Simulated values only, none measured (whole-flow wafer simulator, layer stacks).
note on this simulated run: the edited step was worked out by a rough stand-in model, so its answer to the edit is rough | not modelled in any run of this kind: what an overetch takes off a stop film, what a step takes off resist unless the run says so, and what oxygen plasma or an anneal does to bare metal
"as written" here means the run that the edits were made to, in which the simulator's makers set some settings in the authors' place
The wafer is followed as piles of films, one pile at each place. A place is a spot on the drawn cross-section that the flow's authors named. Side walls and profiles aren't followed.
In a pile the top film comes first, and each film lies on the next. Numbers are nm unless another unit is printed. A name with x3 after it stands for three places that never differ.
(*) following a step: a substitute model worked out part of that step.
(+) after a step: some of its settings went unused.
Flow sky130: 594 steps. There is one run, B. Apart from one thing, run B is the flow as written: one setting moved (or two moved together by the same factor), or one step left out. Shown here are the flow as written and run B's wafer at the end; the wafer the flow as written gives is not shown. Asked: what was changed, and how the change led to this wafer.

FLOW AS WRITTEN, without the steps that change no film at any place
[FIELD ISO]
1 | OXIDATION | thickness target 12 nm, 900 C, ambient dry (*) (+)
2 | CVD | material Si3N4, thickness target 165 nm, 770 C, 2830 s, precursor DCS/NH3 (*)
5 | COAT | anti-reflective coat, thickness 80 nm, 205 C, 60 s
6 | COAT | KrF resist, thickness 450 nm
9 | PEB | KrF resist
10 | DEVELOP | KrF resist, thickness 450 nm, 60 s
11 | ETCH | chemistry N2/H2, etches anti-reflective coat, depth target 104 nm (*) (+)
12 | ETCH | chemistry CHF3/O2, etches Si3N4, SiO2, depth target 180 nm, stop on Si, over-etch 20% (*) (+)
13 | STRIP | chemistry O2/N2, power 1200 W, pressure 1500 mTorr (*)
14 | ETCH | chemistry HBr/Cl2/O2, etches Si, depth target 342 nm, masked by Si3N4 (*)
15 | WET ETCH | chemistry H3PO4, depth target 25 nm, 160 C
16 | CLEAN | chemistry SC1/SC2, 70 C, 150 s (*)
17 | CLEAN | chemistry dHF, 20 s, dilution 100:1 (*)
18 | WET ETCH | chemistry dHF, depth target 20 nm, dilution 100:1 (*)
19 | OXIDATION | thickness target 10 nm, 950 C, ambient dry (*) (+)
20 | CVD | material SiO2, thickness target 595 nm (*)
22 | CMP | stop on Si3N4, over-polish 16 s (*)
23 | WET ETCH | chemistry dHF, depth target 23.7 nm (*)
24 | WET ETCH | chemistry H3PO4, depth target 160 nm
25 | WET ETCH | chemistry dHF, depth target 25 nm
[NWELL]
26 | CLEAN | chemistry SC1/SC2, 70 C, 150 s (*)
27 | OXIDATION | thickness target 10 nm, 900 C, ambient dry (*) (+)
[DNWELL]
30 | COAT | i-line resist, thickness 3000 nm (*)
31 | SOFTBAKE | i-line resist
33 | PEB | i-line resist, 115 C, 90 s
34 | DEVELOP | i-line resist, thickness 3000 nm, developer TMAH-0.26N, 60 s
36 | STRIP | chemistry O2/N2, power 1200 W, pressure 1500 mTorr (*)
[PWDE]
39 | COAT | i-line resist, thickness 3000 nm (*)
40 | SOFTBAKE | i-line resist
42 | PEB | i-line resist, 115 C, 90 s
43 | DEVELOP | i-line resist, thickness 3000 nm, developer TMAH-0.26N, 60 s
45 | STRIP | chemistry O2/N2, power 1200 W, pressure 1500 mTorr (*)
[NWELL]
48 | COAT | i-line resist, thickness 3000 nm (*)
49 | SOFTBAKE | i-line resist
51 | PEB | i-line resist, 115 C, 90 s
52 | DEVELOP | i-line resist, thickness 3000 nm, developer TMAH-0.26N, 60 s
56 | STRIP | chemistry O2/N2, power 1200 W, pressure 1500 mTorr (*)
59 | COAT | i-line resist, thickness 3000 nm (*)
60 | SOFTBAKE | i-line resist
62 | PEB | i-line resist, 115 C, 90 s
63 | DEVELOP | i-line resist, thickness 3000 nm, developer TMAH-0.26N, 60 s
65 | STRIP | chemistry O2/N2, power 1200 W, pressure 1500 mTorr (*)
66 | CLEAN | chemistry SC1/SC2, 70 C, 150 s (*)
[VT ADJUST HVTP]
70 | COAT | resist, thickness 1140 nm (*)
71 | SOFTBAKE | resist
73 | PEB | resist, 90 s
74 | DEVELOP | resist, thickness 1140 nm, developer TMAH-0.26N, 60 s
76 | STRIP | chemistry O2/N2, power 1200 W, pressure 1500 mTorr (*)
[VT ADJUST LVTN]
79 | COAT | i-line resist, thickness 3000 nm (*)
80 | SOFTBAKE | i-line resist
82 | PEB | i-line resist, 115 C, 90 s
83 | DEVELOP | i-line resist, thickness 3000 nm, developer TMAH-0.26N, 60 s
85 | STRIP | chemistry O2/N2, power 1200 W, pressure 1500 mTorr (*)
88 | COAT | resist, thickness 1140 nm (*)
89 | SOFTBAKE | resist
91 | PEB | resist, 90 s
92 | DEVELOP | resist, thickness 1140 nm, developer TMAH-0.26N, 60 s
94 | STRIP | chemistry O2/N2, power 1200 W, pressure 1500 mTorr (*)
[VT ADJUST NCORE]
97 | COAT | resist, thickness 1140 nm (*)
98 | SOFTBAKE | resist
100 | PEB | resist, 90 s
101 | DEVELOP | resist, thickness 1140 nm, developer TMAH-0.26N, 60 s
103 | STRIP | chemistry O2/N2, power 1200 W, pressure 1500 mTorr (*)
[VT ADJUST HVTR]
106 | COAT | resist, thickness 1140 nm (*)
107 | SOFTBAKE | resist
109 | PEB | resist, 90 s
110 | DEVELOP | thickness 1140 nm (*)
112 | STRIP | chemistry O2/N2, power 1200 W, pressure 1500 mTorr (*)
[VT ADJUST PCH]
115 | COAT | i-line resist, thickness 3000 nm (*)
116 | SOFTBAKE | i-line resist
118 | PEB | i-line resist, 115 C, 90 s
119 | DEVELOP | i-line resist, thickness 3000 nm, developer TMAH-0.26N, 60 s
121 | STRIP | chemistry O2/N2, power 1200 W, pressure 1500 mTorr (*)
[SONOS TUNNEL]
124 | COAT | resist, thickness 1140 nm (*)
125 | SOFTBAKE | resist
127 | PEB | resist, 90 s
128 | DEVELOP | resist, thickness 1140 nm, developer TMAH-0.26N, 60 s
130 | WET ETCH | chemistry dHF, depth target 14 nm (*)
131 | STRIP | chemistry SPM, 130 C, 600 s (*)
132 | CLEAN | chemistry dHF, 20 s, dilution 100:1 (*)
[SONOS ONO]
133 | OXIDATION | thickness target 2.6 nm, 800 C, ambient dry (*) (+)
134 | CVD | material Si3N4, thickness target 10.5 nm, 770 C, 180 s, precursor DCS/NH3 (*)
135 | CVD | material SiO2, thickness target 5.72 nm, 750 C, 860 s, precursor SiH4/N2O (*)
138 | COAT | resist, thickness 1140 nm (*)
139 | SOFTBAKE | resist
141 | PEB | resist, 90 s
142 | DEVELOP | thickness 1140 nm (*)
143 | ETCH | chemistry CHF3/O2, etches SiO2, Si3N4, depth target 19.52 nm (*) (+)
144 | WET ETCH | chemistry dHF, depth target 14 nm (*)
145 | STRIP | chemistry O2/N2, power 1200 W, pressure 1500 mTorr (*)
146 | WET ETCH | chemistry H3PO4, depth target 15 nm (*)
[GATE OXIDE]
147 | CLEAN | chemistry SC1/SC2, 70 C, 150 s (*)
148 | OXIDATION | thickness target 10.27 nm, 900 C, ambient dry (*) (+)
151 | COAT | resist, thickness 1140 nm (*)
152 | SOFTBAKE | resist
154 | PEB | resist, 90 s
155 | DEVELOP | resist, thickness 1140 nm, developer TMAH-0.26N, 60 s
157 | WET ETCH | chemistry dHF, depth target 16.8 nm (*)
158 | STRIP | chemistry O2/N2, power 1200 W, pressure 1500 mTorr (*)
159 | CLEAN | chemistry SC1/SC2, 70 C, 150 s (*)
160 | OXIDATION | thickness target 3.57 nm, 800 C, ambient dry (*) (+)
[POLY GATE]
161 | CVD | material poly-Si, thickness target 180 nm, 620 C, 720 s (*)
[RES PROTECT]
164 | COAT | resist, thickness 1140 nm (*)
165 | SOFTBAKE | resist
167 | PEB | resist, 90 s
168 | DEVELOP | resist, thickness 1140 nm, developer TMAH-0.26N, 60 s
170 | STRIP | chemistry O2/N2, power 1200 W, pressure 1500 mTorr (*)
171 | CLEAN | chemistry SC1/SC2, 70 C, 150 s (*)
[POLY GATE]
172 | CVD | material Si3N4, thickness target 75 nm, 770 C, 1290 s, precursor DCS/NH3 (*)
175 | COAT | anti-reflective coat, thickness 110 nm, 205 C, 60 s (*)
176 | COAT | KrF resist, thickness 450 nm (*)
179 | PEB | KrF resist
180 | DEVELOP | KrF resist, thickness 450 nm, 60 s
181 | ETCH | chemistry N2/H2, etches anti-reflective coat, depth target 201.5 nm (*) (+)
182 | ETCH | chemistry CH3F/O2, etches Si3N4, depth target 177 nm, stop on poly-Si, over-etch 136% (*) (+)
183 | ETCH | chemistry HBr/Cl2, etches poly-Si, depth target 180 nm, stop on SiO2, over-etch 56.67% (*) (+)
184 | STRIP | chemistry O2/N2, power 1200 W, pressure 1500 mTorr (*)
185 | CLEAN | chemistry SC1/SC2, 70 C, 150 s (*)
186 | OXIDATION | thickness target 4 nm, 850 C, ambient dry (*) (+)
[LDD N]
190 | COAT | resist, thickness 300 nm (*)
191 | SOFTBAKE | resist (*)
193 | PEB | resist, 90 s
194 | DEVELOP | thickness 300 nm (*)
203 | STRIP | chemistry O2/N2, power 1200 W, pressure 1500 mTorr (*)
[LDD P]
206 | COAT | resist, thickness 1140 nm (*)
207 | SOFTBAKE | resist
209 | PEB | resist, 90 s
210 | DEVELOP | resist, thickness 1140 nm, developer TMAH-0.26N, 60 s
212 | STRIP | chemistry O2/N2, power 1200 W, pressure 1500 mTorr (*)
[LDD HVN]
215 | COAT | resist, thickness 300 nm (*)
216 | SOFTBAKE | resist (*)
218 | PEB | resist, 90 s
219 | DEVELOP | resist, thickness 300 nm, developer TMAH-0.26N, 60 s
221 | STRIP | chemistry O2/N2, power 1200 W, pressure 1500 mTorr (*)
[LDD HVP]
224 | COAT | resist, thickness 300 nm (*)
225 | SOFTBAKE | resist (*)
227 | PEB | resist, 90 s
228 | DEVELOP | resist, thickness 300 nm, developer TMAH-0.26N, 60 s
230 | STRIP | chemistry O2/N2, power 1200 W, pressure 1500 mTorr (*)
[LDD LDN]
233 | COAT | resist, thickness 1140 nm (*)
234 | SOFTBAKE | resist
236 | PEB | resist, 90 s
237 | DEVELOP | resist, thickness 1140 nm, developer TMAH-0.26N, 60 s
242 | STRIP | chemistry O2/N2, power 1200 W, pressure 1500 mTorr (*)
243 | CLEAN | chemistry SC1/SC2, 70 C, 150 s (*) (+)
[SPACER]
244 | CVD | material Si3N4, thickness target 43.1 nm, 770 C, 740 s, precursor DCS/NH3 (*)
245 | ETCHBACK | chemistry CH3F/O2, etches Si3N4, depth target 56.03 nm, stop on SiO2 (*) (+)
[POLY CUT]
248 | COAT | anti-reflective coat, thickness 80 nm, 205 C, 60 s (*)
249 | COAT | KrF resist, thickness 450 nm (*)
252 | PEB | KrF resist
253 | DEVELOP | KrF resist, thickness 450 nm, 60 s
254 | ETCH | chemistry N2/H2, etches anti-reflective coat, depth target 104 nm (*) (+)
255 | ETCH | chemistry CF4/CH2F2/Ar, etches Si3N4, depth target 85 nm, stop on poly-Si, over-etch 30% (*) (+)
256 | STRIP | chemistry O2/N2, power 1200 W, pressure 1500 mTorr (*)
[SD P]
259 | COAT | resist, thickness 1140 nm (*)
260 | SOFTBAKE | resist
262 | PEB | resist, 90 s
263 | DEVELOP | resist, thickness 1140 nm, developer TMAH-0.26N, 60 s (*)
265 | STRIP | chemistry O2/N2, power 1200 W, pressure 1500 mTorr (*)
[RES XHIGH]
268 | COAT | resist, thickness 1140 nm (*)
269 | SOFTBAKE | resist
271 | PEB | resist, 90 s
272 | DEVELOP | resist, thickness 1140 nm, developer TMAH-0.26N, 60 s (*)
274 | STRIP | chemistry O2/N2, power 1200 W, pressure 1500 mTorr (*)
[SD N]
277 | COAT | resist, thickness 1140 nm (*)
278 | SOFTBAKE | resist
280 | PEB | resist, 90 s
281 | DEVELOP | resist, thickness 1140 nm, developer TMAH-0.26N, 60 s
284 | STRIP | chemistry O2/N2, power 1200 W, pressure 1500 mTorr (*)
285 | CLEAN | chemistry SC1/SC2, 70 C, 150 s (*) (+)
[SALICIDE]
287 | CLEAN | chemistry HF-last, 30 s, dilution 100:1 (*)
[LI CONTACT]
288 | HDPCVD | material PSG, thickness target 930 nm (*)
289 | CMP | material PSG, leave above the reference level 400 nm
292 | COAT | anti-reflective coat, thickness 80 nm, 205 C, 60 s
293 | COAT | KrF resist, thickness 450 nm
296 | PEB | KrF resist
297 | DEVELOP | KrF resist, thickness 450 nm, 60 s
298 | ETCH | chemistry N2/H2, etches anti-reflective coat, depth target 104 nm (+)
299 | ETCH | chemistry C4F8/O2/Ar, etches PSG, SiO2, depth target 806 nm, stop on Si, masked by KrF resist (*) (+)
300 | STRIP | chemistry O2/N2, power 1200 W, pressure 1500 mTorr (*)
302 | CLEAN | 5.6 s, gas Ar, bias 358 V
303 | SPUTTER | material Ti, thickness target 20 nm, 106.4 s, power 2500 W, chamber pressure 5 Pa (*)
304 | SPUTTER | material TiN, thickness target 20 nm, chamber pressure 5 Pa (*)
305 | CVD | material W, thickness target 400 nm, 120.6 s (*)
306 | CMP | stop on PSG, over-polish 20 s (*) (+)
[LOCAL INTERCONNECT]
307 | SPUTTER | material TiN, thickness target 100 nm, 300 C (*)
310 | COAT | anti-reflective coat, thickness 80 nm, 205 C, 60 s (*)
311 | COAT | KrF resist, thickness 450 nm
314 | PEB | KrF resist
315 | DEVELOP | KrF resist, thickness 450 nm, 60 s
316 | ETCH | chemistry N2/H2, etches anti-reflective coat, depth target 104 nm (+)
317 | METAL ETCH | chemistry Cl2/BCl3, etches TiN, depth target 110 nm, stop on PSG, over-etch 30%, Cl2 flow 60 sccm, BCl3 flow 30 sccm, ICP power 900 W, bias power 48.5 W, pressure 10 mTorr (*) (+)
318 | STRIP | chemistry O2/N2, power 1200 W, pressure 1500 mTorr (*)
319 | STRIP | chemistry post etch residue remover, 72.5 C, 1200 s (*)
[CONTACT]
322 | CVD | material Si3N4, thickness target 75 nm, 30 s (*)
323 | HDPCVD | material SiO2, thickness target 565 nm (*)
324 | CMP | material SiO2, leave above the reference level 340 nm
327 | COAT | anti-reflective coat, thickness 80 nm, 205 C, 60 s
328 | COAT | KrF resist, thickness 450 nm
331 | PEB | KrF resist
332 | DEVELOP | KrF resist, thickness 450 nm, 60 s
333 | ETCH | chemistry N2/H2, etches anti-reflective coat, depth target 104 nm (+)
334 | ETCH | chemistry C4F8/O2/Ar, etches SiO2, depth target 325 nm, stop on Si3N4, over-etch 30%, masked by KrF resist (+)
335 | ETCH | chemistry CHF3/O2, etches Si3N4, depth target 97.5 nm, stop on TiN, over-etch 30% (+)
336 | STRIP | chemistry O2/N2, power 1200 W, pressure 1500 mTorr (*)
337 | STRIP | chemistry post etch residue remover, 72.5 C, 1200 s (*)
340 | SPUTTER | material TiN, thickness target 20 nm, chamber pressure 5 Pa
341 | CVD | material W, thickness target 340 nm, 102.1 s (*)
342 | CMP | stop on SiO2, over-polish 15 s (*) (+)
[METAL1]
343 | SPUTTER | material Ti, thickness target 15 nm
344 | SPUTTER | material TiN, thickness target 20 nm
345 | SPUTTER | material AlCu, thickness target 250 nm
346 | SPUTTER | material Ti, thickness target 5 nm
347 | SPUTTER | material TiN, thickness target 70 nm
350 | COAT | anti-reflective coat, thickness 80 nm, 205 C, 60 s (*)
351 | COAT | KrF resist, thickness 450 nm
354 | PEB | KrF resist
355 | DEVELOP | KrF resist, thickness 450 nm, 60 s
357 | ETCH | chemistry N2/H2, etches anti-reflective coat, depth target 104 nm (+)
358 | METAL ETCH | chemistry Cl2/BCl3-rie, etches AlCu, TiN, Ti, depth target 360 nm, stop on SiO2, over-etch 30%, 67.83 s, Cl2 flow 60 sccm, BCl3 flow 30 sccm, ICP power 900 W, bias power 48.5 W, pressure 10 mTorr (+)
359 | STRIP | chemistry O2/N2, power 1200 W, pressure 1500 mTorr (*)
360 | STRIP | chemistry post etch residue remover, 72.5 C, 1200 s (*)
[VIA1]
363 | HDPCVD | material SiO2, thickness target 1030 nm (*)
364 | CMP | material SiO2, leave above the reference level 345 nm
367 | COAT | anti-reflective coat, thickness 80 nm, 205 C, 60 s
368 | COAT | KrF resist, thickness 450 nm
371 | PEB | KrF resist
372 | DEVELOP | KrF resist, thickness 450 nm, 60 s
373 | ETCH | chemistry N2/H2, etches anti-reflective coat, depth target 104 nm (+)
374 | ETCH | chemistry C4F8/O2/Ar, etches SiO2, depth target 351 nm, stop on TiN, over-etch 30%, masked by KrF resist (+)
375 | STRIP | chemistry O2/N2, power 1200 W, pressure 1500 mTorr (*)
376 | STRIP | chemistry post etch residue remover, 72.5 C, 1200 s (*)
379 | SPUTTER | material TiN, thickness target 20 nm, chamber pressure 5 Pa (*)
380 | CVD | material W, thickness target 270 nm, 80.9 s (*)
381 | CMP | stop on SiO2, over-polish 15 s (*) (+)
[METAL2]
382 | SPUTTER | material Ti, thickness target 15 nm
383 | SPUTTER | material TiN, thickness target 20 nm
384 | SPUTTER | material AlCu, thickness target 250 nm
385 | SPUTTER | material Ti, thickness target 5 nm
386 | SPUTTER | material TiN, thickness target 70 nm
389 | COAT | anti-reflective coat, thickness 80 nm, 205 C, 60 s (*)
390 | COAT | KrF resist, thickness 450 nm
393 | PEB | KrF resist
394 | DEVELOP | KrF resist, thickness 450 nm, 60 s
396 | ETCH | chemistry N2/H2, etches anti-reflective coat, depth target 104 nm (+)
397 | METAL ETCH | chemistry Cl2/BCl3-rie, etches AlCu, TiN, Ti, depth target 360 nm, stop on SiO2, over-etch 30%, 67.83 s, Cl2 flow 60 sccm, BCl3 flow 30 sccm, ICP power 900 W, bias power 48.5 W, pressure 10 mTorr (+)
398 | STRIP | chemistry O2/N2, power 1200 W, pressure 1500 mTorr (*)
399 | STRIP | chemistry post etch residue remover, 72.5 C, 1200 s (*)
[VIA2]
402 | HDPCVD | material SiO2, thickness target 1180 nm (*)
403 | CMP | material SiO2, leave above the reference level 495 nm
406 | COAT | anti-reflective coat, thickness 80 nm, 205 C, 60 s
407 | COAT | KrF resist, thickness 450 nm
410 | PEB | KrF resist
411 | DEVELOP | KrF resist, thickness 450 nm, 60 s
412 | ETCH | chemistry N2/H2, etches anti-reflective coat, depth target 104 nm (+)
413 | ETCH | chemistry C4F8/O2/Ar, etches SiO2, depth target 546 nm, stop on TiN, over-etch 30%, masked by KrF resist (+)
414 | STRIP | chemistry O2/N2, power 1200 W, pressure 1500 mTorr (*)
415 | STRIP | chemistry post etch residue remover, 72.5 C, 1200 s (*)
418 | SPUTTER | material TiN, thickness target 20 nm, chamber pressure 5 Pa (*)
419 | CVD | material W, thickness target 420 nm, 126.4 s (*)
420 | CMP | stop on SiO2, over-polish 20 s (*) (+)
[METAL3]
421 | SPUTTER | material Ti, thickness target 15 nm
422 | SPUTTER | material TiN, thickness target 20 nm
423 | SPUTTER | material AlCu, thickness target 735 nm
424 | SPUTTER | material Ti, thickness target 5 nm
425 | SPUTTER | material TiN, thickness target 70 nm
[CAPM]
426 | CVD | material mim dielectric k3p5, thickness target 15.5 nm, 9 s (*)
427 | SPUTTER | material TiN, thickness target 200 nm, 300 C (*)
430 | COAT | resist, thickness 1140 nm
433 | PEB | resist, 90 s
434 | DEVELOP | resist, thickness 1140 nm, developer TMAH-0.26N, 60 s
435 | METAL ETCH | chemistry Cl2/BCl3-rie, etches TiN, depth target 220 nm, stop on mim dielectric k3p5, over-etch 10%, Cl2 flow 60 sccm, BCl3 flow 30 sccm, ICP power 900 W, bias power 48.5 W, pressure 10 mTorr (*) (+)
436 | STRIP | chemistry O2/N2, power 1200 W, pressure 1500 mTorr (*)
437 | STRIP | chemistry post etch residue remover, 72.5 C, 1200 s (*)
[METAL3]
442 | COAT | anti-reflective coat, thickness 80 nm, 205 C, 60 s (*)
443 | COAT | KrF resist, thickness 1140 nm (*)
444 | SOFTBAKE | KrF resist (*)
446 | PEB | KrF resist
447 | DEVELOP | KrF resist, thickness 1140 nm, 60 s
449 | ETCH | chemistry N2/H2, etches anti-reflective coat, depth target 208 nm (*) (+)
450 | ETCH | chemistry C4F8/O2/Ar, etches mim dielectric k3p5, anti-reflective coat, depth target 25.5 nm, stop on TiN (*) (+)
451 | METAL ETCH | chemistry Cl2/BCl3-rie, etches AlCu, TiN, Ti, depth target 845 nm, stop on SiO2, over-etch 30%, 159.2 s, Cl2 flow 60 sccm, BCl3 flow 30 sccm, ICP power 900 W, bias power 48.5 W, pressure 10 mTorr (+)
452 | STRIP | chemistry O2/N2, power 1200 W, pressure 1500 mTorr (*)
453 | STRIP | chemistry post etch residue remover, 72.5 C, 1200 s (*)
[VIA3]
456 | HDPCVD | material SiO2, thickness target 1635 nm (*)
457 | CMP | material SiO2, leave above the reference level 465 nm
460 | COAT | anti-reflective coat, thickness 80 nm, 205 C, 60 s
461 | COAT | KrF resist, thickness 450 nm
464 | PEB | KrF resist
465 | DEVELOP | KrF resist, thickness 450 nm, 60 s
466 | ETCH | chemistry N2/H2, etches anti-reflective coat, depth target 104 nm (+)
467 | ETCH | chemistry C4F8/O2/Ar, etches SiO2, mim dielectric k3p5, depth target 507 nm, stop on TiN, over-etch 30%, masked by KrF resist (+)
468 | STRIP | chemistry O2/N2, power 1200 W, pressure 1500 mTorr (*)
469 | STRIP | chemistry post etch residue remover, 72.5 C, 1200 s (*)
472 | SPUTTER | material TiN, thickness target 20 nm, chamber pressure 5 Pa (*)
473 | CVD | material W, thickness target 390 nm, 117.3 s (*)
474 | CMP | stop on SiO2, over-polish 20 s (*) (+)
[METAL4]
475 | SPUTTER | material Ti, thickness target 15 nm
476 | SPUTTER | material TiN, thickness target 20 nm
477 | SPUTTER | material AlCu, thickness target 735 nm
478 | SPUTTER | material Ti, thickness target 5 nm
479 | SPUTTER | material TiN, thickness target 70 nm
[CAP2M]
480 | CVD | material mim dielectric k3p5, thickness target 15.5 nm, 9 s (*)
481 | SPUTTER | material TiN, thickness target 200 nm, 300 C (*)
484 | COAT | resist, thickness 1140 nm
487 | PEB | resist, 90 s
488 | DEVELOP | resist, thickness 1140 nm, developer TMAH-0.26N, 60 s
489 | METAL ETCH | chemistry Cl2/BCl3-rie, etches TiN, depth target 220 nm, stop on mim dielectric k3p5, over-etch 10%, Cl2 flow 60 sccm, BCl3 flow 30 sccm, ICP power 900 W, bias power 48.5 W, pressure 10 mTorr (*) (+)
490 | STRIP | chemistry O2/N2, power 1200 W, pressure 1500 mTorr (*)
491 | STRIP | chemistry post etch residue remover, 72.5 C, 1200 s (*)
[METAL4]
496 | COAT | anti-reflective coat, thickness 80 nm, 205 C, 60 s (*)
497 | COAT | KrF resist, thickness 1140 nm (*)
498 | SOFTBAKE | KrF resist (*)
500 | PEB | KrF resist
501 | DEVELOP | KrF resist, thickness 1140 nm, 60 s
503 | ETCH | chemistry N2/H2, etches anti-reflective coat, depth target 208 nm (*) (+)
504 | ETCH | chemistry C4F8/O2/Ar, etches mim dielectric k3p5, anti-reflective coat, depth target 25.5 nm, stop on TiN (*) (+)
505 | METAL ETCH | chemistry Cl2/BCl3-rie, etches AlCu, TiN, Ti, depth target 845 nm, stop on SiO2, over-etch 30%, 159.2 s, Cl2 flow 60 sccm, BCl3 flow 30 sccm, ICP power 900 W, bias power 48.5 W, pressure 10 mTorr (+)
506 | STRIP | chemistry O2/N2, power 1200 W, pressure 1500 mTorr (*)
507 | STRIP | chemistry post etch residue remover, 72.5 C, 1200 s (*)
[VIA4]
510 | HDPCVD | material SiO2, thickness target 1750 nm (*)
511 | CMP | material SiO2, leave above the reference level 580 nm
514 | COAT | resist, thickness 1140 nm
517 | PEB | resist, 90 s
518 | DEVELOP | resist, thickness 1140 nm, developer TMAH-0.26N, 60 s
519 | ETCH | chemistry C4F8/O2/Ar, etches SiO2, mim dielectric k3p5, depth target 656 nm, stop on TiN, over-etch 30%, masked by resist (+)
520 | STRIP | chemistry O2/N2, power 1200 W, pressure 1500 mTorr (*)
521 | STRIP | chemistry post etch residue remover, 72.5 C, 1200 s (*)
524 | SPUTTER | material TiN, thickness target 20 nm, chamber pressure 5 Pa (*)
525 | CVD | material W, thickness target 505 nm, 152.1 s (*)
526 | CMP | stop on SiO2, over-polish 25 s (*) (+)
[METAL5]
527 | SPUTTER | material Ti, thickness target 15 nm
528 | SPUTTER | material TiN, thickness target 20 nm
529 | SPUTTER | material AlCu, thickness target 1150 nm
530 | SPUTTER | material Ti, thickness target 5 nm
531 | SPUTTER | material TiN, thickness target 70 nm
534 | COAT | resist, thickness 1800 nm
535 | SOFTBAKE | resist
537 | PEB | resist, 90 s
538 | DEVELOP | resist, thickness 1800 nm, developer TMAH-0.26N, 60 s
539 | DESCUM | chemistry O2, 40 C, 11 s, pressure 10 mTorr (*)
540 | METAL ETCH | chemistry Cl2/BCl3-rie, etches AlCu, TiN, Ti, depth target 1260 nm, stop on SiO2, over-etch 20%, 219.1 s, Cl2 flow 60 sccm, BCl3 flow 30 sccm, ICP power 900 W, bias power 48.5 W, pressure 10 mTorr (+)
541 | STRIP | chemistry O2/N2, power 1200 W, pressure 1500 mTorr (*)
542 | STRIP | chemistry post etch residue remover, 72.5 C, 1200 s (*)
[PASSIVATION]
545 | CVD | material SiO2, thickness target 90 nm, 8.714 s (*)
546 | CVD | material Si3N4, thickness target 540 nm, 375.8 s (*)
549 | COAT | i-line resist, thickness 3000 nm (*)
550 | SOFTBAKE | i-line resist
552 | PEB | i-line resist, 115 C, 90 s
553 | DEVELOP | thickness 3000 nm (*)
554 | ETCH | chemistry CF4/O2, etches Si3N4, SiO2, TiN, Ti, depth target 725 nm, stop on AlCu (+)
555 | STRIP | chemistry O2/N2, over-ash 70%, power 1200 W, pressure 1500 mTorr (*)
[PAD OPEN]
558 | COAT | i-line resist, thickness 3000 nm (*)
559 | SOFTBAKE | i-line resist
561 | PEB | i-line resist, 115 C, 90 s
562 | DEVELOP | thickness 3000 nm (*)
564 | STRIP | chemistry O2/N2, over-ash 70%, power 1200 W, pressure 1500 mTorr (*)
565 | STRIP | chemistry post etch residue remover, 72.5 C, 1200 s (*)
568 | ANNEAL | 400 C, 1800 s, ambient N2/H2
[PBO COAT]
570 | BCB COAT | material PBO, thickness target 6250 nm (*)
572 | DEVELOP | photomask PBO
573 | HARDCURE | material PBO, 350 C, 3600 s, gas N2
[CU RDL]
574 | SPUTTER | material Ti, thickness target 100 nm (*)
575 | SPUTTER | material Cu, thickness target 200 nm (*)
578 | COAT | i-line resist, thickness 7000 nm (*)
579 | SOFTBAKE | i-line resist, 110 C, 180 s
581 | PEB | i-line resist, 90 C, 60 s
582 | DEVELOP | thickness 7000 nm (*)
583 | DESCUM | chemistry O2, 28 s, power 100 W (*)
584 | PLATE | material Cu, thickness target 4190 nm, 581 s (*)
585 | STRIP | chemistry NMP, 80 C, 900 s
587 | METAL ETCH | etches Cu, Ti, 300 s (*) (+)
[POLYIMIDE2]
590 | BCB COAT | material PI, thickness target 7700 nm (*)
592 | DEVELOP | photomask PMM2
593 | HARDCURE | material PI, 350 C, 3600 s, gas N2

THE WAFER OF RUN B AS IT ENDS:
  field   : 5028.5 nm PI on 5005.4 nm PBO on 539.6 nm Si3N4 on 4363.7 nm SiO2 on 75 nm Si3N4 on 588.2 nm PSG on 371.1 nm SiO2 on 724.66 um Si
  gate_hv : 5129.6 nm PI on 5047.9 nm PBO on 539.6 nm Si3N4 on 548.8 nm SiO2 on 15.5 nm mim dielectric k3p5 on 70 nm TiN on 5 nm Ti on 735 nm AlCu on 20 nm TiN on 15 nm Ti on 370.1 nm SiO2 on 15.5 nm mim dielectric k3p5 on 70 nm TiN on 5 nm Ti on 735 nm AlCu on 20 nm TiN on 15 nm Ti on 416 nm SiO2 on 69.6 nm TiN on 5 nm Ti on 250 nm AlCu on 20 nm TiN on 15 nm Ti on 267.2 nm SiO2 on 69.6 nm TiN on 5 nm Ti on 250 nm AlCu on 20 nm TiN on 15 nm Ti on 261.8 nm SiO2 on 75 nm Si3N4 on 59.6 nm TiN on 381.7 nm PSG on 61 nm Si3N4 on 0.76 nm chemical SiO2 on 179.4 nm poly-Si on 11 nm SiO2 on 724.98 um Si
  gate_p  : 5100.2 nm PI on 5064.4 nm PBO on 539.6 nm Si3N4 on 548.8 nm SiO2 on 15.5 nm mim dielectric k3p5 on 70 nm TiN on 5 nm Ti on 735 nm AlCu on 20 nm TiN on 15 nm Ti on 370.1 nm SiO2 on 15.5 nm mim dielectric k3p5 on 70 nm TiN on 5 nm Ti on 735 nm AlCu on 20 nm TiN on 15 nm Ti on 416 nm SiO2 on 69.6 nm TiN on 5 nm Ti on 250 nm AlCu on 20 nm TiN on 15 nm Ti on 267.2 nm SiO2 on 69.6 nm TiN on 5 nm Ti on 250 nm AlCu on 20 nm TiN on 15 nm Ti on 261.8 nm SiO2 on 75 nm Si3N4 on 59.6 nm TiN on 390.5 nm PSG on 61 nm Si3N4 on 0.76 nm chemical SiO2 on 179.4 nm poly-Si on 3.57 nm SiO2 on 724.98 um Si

The reason: step 307, SPUTTER: thickness target 60 nm was run, though the flow has thickness target 100 nm.

The path from the change to this, step by step:
  307 | SPUTTER | material TiN, thickness target 100 nm, 300 C (*)
      field, active, n_well and 188 more: +60 TiN (new film) (it would be, as written: +100 TiN (new film))
  317 | METAL ETCH | chemistry Cl2/BCl3, etches TiN, depth target 110 nm, stop on PSG, over-etch 30%, Cl2 flow 60 sccm, BCl3 flow 30 sccm, ICP power 900 W, bias power 48.5 W, pressure 10 mTorr (*) (+)
      n_well, p_well, gate_hv and 97 more: -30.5 KrF resist (it would be, as written: -44 KrF resist)
      field, active, gate and 88 more: -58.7 TiN (all of it) (it would be, as written: -98.7 TiN (all of it))
  318 | STRIP | chemistry O2/N2, power 1200 W, pressure 1500 mTorr (*)
      n_well, p_well, gate_hv and 93 more: -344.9 KrF resist (all of it), -80 anti-reflective coat (all of it) (it would be, as written: -331.4 KrF resist (all of it), -80 anti-reflective coat (all of it))
      poly_licon, rpo_hd_licon: -345 KrF resist (all of it), -80.4 anti-reflective coat (all of it) (it would be, as written: -331.5 KrF resist (all of it), -80.4 anti-reflective coat (all of it))
      (and at 2 other places as well)
  324 | CMP | material SiO2, leave above the reference level 340 nm
      field, active, gate and 88 more: -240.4 SiO2 (it would be, as written: -200.4 SiO2)
